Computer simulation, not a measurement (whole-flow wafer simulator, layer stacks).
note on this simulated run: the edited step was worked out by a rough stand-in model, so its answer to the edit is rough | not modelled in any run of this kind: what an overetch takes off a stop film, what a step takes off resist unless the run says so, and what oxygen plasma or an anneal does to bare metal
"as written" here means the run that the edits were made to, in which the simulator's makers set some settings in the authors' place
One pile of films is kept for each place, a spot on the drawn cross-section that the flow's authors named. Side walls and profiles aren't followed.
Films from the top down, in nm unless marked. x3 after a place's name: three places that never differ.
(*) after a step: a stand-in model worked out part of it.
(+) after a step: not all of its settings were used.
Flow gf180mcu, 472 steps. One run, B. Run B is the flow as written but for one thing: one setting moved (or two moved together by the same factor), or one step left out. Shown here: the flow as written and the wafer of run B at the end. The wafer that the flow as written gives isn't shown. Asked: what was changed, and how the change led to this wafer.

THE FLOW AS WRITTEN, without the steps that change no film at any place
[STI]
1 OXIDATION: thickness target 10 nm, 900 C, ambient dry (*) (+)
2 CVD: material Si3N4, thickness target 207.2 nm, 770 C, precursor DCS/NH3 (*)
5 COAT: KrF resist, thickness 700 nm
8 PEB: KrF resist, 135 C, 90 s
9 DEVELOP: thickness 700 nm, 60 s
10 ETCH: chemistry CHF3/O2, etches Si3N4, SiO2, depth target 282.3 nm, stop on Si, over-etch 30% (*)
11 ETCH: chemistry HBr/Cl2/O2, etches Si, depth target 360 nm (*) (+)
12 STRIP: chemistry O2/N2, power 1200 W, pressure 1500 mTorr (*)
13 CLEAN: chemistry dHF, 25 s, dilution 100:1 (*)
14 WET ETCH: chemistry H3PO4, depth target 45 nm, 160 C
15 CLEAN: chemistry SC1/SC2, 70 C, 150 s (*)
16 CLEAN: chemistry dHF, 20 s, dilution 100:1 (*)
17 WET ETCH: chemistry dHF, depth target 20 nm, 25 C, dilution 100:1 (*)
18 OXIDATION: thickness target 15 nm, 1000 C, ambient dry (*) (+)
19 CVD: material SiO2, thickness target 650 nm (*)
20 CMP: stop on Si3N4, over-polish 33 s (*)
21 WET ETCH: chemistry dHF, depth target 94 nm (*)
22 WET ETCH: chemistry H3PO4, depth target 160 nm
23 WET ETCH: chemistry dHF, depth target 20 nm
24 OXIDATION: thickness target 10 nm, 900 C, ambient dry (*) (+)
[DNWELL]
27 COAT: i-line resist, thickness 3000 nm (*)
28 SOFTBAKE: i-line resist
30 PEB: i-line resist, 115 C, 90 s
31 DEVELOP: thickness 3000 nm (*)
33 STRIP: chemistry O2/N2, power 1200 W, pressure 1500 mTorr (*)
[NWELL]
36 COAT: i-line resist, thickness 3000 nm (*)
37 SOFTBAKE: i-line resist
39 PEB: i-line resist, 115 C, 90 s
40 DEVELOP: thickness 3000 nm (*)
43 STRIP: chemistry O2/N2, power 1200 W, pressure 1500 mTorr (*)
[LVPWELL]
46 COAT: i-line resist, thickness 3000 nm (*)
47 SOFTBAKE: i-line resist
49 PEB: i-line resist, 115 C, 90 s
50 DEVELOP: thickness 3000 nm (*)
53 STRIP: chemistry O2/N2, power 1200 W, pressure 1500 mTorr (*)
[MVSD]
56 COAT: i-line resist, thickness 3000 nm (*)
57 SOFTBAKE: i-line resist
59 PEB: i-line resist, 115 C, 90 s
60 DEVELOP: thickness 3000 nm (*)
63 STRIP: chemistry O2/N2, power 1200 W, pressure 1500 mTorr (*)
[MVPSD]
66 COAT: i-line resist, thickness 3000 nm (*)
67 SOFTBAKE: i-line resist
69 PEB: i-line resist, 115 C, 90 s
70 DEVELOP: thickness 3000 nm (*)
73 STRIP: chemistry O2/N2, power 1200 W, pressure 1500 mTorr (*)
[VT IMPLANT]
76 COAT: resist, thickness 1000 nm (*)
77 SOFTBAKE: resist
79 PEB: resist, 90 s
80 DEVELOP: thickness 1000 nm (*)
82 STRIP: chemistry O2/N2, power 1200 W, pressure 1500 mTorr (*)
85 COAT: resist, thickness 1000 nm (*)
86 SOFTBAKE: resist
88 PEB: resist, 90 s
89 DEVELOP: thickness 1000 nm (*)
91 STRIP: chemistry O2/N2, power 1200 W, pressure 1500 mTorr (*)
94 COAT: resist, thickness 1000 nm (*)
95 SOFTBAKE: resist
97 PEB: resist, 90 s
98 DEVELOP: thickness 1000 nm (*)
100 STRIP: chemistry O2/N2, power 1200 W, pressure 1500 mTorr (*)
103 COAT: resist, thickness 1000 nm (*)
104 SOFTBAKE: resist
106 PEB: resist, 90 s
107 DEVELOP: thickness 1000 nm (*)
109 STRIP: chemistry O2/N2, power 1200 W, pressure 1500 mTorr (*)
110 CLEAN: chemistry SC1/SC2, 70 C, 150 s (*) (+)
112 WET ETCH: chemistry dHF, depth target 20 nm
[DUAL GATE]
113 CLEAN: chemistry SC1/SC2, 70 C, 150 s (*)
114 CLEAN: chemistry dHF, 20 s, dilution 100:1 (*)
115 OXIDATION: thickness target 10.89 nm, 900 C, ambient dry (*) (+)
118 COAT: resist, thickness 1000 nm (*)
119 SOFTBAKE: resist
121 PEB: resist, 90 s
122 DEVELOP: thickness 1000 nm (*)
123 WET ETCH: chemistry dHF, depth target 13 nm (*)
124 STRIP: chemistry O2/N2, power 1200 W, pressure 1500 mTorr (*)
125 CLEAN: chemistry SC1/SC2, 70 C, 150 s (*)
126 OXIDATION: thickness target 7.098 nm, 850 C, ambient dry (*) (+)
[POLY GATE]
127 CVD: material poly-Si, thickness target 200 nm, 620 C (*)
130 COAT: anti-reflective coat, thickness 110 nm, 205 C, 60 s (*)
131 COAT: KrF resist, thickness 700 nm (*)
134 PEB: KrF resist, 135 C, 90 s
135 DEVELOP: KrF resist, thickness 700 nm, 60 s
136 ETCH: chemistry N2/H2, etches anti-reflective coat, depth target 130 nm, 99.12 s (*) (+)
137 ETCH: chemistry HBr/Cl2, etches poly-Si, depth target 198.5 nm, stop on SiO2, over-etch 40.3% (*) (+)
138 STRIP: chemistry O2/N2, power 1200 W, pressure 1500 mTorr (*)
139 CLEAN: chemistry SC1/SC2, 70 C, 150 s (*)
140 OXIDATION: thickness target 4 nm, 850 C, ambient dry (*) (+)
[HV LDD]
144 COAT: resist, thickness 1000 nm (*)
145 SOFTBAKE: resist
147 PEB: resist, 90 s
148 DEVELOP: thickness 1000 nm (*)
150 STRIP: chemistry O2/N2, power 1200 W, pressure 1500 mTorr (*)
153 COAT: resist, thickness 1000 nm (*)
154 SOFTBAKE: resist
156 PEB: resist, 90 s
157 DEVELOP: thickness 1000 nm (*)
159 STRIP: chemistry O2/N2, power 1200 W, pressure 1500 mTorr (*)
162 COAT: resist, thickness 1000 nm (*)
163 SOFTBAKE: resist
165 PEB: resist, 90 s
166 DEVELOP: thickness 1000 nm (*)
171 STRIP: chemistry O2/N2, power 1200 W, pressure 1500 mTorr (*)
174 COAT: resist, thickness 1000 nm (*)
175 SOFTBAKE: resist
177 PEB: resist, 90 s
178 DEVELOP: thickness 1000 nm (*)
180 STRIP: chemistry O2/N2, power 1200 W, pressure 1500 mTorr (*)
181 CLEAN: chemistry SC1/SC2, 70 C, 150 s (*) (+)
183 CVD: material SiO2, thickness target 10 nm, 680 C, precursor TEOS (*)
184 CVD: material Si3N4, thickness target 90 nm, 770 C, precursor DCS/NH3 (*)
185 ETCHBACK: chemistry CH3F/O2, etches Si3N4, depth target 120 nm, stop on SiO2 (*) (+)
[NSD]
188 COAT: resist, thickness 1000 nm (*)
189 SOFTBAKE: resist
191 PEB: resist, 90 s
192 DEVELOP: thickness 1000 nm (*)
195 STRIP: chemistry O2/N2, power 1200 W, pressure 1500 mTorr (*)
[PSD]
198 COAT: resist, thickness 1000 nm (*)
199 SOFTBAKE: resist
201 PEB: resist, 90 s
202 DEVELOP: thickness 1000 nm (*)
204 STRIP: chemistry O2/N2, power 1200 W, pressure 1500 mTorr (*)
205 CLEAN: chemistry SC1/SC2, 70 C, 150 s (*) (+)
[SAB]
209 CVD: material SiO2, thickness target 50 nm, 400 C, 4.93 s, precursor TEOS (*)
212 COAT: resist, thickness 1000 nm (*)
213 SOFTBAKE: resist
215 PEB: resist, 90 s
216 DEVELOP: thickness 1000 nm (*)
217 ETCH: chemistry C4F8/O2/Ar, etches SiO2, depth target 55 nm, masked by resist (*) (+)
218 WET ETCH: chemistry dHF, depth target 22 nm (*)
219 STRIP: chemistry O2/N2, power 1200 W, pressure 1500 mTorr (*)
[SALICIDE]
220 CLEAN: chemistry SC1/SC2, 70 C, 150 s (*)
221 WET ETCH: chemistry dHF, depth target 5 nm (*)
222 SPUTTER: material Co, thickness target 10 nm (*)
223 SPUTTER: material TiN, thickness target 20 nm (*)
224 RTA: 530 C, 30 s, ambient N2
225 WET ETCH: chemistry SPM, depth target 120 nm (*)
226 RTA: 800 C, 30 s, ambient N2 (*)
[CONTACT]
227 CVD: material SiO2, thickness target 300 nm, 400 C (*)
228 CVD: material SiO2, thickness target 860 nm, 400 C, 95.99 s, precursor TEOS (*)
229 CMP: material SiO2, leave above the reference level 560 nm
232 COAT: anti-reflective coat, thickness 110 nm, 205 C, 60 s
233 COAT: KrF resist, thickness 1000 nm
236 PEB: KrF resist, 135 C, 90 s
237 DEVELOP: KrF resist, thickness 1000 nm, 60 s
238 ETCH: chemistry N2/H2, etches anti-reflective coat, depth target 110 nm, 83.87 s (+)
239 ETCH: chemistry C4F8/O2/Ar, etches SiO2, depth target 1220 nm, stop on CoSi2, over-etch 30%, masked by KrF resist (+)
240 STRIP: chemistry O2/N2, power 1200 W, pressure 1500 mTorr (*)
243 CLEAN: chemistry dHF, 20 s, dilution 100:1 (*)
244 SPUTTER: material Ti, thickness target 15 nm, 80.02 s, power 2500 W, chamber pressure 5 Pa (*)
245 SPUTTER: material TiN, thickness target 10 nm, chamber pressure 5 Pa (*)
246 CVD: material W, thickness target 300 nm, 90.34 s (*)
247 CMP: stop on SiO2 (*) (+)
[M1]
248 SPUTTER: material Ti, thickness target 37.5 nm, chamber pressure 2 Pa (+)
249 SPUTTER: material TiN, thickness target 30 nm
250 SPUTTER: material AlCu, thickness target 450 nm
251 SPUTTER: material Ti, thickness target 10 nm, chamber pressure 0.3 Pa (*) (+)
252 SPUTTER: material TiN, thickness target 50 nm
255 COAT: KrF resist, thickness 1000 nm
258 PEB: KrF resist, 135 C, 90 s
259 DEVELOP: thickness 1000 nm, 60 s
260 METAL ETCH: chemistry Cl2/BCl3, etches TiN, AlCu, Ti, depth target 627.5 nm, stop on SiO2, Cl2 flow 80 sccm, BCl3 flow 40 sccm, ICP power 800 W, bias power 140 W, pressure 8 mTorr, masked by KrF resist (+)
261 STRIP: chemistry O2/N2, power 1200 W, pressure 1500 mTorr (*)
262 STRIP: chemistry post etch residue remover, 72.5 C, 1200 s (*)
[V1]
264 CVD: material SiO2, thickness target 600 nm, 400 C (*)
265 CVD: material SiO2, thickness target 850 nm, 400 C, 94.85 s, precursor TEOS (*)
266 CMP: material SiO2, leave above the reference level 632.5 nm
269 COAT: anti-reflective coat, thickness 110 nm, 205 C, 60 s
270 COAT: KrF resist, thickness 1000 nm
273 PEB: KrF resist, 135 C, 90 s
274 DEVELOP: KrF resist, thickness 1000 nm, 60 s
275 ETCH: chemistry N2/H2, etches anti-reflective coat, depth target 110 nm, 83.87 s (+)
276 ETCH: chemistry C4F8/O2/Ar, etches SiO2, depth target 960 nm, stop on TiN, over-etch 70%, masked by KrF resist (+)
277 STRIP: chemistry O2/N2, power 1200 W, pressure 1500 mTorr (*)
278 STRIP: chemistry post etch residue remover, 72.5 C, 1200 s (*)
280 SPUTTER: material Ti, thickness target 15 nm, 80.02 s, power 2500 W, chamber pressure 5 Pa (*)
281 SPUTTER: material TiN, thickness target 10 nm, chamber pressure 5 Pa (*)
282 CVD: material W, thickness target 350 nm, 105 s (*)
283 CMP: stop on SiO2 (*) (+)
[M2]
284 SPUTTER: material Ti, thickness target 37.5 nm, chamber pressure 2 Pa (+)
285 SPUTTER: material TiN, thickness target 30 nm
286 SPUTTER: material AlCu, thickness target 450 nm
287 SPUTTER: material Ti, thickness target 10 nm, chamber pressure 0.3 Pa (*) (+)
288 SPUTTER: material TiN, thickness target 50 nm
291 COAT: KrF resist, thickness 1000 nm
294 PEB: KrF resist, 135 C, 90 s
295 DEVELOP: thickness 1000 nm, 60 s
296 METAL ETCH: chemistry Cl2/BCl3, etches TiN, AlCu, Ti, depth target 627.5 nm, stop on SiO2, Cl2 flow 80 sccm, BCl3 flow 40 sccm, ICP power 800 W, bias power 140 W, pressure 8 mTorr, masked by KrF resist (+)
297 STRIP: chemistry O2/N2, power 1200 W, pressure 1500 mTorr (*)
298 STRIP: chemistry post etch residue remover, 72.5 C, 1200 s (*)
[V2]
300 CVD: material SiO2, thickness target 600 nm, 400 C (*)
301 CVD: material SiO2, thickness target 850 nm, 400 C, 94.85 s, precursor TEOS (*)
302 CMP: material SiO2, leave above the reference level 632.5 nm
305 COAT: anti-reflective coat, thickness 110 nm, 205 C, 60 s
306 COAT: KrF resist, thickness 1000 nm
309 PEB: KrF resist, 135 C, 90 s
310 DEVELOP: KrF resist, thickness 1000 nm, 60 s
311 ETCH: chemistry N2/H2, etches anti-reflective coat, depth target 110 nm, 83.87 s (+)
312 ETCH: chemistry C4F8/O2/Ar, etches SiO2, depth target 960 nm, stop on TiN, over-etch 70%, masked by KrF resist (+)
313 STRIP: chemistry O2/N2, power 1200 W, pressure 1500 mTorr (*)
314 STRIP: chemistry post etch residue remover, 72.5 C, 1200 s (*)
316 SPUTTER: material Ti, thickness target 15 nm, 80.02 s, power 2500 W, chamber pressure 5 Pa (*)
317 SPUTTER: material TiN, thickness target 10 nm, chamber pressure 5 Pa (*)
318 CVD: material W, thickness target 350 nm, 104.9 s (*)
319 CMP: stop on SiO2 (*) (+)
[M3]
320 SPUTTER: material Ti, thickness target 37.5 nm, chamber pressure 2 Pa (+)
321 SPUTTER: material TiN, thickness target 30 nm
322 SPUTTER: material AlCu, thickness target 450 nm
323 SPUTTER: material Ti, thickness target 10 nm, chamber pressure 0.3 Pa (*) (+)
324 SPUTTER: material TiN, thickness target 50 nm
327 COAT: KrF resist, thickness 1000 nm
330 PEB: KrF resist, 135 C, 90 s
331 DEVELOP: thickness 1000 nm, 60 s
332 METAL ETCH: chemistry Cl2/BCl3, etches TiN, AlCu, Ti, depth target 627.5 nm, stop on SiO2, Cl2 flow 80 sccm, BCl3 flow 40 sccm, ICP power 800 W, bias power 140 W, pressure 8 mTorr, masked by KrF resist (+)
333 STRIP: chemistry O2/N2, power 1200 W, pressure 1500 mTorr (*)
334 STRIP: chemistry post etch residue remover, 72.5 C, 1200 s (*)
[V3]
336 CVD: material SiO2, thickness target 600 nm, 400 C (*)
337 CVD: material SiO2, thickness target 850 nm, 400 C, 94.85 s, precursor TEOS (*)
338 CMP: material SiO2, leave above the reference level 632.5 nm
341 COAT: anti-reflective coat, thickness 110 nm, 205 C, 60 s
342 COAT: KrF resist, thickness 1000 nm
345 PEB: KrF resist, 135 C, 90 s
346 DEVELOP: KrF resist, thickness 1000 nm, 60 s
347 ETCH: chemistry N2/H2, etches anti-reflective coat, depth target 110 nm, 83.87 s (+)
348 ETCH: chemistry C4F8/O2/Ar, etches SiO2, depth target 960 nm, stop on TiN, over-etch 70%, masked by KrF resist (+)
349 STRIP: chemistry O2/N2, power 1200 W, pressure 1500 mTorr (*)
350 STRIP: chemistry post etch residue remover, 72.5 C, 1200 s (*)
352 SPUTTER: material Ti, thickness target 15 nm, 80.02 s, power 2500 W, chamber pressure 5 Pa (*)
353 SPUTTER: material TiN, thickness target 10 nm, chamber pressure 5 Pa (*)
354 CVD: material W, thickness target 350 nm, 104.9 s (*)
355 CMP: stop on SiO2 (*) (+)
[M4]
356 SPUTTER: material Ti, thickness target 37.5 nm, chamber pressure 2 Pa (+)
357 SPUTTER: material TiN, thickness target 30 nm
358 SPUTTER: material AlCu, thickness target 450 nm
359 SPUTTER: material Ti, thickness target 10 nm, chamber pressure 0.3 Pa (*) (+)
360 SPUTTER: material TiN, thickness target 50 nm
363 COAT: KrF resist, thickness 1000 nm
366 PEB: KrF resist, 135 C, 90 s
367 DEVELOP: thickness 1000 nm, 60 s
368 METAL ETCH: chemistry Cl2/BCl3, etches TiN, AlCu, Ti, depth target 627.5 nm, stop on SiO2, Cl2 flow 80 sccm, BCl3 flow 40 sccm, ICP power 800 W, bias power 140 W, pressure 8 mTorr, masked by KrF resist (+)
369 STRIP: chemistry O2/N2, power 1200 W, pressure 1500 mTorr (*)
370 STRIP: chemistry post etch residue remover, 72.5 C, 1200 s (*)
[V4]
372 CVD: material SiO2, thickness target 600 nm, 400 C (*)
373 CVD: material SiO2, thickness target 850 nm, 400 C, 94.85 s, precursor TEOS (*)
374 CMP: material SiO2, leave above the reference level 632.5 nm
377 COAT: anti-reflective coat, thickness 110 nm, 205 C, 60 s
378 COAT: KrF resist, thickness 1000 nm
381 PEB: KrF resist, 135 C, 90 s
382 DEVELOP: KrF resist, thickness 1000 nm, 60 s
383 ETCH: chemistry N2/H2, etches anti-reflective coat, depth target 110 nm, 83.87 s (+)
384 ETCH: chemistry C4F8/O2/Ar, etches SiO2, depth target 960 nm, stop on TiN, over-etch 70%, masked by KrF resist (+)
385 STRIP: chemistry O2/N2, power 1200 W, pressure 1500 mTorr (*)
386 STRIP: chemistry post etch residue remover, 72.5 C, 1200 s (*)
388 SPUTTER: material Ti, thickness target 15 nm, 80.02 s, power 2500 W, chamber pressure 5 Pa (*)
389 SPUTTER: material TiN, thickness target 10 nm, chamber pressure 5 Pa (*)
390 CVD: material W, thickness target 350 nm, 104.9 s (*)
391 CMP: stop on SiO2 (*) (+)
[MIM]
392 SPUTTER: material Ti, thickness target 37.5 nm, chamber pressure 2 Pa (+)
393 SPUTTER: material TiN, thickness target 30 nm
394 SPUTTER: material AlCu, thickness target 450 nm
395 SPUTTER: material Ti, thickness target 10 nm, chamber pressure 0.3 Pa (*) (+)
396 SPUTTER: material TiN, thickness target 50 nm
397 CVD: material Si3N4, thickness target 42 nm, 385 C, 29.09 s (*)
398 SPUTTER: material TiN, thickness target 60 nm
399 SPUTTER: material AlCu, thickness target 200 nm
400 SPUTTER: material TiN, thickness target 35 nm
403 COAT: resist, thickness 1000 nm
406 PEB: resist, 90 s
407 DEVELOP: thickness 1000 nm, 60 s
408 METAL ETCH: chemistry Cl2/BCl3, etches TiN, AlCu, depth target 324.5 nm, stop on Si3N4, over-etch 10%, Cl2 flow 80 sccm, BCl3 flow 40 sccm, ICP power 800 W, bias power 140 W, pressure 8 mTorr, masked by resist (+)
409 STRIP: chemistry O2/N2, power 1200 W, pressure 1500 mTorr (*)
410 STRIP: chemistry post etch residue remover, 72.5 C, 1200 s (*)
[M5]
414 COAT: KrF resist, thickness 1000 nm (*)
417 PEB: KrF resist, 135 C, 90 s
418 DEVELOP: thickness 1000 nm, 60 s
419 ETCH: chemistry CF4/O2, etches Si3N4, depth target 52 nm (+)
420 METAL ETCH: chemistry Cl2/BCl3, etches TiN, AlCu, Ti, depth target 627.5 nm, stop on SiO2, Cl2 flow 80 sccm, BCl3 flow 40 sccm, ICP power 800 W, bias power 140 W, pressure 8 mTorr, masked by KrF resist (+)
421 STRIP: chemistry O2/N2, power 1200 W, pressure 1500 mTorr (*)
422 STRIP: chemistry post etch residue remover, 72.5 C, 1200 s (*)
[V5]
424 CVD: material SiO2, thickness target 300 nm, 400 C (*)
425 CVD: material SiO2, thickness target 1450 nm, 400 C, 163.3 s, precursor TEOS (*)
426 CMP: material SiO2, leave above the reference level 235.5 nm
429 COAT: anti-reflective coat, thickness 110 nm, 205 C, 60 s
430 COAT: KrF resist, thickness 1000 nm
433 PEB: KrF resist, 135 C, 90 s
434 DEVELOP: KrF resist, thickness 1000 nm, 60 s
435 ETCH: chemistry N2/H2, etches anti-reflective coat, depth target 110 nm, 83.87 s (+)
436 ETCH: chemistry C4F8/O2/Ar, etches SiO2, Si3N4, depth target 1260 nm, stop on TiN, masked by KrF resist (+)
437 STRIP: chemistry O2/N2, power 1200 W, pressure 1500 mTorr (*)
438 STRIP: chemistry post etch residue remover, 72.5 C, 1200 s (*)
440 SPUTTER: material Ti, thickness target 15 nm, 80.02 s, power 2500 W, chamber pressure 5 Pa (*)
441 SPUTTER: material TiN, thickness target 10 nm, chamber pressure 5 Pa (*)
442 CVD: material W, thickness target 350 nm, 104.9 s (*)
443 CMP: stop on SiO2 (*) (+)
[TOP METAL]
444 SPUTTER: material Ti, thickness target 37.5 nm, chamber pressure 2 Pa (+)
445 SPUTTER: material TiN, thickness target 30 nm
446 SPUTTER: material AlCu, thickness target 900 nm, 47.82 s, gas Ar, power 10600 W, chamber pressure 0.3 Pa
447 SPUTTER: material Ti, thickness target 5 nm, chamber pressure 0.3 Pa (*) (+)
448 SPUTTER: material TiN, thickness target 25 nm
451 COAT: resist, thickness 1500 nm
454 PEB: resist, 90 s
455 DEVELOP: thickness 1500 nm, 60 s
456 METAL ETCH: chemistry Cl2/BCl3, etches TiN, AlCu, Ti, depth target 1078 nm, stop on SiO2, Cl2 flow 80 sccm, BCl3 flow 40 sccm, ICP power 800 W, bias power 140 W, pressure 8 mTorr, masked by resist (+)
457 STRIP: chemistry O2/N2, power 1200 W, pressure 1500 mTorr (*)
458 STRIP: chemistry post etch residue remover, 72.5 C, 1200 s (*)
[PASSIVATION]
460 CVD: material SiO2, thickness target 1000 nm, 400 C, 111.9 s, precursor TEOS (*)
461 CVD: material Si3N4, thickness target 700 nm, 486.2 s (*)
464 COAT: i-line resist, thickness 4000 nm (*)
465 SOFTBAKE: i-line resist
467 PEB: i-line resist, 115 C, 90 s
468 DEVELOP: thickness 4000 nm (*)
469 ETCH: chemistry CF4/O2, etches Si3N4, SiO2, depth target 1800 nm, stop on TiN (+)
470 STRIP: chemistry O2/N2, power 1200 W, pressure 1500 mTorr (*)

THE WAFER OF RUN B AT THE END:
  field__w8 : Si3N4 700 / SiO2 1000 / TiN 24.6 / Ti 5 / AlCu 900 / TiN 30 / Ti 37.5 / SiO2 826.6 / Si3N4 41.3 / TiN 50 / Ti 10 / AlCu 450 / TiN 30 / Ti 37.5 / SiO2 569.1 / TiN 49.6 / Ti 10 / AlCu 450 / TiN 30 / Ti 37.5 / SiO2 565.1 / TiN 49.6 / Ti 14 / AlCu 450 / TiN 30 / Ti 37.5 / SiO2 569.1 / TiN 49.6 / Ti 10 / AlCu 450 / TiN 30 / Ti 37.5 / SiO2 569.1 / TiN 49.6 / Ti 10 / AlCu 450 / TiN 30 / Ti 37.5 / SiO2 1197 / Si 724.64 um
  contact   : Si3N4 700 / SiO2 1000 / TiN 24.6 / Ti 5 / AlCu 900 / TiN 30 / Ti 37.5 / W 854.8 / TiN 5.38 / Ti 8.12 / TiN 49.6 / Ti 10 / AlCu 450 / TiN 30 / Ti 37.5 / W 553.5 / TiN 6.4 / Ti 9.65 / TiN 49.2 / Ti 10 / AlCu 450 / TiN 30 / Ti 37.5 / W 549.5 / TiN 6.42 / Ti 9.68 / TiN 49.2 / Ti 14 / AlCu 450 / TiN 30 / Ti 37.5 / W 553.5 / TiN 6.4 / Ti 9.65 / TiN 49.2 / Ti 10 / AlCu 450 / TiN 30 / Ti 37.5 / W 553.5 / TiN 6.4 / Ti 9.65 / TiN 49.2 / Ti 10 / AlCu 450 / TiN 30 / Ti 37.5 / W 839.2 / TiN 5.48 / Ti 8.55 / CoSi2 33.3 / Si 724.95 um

The cause: step 323, SPUTTER: thickness target 14 nm was run, where the flow has thickness target 10 nm.
It can be read off the wafer: field__w8 has Ti 14, and step 323 as written asks for 10 nm.

How the change led to this, step by step:
  323 SPUTTER: material Ti, thickness target 10 nm, chamber pressure 0.3 Pa (*) (+)
      field, field__w1, field__w2 and 108 more: Ti +14 (new film) (as written it would be: Ti +10 (new film))
  332 METAL ETCH: chemistry Cl2/BCl3, etches TiN, AlCu, Ti, depth target 627.5 nm, stop on SiO2, Cl2 flow 80 sccm, BCl3 flow 40 sccm, ICP power 800 W, bias power 140 W, pressure 8 mTorr, masked by KrF resist (+)
      field, field__w1, field__w2 and 103 more: TiN -50 (all of it), Ti -14 (all of it), AlCu -450 (all of it), TiN -30 (all of it), Ti -37.5 (all of it) (as written it would be: TiN -50 (all of it), Ti -10 (all of it), AlCu -450 (all of it), TiN -30 (all of it), Ti -37.5 (all of it))
